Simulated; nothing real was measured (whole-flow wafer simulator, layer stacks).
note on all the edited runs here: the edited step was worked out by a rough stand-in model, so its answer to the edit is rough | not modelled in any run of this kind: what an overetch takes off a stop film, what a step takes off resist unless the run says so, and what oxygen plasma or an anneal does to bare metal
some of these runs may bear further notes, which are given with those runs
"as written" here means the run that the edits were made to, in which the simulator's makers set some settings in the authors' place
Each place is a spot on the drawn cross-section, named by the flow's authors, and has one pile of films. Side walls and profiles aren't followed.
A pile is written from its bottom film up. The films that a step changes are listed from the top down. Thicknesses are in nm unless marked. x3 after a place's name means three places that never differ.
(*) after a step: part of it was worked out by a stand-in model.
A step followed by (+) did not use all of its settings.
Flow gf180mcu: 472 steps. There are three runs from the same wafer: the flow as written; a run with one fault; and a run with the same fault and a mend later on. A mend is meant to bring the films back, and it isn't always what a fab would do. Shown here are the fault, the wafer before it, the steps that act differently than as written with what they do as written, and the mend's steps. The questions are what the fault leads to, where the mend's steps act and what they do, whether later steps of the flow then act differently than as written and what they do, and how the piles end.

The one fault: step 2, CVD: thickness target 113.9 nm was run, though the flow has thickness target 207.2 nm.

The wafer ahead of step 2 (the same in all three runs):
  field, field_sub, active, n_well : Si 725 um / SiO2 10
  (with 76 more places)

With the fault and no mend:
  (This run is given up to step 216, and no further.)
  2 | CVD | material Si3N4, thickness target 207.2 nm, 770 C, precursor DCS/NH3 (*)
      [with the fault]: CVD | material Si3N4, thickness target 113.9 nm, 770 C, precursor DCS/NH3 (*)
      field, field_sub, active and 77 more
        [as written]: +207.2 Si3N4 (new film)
        [with the fault]: +113.9 Si3N4 (new film)
  Later steps of the flow acting differently than as written (not shown: 8 more steps that differ only slightly, by at most 2% or 0.5 nm, whichever is larger):
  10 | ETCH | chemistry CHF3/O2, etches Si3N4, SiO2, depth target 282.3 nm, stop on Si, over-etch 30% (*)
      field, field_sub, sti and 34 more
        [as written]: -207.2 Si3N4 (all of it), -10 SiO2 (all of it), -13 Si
        [with the fault]: -113.9 Si3N4 (all of it), -10 SiO2 (all of it), -31.7 Si
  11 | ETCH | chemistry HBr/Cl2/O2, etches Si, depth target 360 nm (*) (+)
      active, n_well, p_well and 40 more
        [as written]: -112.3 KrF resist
        [with the fault]: -106.1 KrF resist
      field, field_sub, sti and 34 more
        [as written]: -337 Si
        [with the fault]: -318.3 Si
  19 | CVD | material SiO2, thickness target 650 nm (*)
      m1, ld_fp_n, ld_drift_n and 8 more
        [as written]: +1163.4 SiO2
        [with the fault]: +1070.2 SiO2
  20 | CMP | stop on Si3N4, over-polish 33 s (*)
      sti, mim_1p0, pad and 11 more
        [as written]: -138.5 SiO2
        [with the fault]: -231.7 SiO2
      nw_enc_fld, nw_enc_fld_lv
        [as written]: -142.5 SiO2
        [with the fault]: -235.7 SiO2
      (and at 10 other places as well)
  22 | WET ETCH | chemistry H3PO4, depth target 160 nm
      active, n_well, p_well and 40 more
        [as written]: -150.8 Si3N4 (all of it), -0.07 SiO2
        [with the fault]: -57.5 Si3N4 (all of it), -0.8 SiO2
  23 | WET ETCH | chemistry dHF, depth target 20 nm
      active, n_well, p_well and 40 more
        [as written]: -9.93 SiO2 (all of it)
        [with the fault]: -9.2 SiO2 (all of it)
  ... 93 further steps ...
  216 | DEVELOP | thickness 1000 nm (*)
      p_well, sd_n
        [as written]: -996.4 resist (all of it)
        [with the fault]: -906 resist (all of it)
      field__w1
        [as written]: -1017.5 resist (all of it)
        [with the fault]: -1062.1 resist (all of it)
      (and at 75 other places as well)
  Once step 216 is done, the piles at field, field__w1, field__w2 and 68 more depart from the flow's by more than 2% or 0.5 nm, whichever is larger.
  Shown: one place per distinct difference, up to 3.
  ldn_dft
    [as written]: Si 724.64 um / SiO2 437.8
    [with the fault]: Si 724.63 um / SiO2 298.5 / Si3N4 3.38 / SiO2 50
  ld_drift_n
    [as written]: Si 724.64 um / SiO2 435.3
    [with the fault]: Si 724.63 um / SiO2 296.8 / Si3N4 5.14 / SiO2 20
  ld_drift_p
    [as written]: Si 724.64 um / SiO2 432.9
    [with the fault]: Si 724.63 um / SiO2 297 / Si3N4 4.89 / SiO2 20

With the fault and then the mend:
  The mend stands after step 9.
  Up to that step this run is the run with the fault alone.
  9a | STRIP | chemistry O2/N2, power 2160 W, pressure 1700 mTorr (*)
      active, n_well, p_well and 40 more
        -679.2 KrF resist (all of it)
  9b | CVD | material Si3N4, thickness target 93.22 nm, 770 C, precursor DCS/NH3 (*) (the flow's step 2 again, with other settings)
      field, field_sub, active and 77 more
        +93.2 Si3N4
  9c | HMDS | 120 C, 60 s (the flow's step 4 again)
      does not change any film at any place that is followed
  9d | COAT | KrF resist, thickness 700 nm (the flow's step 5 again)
      field, field_sub, active and 77 more
        +700 KrF resist (new film)
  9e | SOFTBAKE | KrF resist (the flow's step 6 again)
      does not change any film at any place that is followed
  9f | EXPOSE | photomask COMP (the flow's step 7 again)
      does not change any film at any place that is followed
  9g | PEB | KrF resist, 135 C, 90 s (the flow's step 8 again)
      field, field_sub, active and 77 more
        -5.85 KrF resist
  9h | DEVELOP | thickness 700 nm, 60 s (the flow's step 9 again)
      active, n_well, p_well and 40 more
        -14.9 KrF resist
      field, field_sub, sti and 34 more
        -694.2 KrF resist (all of it)
  Later steps of the flow that are run all act as written at every place that is followed, up to a difference of at most 2% or 0.5 nm, whichever is larger.
  The piles end the same as the flow's at every place that both follow.
